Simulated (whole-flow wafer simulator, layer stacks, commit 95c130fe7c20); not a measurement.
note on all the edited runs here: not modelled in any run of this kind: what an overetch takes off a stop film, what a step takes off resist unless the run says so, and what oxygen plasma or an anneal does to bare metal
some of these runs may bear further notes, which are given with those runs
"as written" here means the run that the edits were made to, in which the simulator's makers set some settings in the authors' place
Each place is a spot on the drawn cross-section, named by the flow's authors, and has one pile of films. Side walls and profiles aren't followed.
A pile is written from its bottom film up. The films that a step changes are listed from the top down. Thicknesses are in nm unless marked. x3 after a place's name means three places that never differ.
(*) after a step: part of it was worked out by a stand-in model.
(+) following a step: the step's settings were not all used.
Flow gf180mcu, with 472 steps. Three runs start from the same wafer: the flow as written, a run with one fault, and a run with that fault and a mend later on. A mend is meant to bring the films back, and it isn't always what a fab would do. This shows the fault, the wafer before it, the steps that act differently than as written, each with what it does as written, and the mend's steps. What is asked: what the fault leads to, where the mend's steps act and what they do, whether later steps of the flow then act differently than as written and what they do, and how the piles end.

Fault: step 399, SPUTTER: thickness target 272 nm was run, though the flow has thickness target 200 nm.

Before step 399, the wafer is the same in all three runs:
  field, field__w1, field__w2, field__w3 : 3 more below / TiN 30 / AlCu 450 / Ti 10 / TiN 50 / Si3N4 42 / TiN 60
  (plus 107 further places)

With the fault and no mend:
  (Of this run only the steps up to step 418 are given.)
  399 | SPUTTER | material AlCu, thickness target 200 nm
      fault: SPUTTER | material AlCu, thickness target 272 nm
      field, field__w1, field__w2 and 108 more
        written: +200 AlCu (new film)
        fault: +272 AlCu (new film)
  Steps later in the flow that act otherwise than as written (3 other steps are not shown; they differ only slightly, by no more than 2% or 0.5 nm, whichever is larger):
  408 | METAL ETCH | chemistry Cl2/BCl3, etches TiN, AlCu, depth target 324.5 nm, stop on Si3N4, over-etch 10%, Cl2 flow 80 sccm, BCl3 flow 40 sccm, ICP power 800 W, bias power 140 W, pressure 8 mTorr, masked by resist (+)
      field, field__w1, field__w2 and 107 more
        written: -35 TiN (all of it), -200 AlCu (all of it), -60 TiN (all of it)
        fault: -35 TiN (all of it), -272 AlCu (all of it), -17.5 TiN
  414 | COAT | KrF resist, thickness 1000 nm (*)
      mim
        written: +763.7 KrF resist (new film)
        fault: +741.4 KrF resist (new film)
  Once step 418 is done, the piles at field, field__w1, field__w2 and 109 more depart from the flow's by more than 2% or 0.5 nm, whichever is larger.
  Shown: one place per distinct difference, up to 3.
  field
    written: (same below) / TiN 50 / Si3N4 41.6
    fault: (same below) / TiN 50 / Si3N4 42 / TiN 42.1
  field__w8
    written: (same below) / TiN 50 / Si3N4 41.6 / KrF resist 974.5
    fault: (same below) / TiN 50 / Si3N4 42 / TiN 42.1 / KrF resist 974.5
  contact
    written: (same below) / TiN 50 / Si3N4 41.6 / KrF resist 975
    fault: (same below) / TiN 50 / Si3N4 42 / TiN 42.1 / KrF resist 975

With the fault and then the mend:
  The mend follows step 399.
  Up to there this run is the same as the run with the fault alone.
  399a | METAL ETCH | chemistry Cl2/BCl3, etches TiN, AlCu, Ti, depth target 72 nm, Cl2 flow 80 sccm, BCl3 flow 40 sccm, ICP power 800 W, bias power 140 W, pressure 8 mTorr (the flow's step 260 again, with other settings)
      field, field__w1, field__w2 and 108 more
        -72 AlCu
  Every later step of the flow that is run acts as written at every place that is followed.
  At every place that both follow, the piles at the end match the flow's.
